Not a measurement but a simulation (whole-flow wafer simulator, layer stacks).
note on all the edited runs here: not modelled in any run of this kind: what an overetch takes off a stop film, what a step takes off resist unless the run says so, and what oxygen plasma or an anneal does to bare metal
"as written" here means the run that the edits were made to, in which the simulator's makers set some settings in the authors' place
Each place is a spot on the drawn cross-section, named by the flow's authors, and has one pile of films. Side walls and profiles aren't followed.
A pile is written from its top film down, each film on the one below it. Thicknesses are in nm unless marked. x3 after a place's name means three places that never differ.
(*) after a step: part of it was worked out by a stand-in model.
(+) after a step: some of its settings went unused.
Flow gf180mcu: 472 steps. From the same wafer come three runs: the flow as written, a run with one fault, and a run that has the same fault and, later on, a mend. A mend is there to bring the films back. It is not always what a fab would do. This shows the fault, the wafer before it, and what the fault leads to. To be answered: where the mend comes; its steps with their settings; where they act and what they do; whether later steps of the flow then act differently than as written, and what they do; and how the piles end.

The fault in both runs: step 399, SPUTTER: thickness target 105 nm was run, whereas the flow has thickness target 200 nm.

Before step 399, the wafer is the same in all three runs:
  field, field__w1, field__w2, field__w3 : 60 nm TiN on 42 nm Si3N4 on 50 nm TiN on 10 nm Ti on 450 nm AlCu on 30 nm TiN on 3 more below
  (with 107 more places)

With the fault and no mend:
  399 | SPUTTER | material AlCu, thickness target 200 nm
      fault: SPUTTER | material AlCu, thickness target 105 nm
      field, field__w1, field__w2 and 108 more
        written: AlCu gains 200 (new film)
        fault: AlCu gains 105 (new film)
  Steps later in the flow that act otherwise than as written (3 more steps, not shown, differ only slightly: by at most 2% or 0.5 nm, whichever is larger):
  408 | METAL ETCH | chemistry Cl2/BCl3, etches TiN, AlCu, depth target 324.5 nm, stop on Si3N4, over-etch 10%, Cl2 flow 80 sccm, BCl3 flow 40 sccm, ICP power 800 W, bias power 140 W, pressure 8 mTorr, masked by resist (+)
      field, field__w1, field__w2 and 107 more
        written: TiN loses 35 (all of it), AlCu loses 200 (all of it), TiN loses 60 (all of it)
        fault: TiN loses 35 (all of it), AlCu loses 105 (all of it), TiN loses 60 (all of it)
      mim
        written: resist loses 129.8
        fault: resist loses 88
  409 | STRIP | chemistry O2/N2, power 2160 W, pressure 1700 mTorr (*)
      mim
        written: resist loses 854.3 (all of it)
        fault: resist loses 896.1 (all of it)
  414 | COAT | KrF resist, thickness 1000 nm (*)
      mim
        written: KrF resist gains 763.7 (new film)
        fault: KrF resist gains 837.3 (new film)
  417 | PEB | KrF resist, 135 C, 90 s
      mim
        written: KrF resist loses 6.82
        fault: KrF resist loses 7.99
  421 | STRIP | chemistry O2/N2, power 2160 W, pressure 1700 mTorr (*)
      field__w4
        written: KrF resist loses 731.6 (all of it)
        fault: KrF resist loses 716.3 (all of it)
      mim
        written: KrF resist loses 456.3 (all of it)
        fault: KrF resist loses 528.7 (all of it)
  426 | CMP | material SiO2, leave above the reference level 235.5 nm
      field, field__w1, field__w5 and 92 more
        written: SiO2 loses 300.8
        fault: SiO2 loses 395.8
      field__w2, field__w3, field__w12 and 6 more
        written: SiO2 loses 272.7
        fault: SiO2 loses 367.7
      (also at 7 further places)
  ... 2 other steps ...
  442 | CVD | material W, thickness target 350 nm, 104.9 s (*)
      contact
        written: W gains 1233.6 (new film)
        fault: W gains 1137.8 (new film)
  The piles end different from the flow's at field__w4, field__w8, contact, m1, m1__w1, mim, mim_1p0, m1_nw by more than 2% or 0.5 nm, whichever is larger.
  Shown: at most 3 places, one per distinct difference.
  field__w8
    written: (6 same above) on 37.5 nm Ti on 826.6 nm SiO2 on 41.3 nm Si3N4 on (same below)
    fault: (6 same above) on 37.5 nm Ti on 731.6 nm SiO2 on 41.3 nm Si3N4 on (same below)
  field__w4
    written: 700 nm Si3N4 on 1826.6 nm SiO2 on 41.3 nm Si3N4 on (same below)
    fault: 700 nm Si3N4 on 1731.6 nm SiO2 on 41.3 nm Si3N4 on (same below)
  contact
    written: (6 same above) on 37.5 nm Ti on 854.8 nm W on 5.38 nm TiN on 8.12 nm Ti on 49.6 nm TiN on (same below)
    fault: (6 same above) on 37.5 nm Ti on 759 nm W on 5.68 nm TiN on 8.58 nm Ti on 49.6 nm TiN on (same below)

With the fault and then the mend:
  The mend stands after step 399.
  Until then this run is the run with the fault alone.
  399a | SPUTTER | material AlCu, thickness target 95 nm (the flow's step 399, run once more with other settings)
      field, field__w1, field__w2 and 108 more
        AlCu gains 95
  None of the later steps of the flow acts differently than as written at any place that is followed.
  The piles end the same as the flow's at every place that both follow.
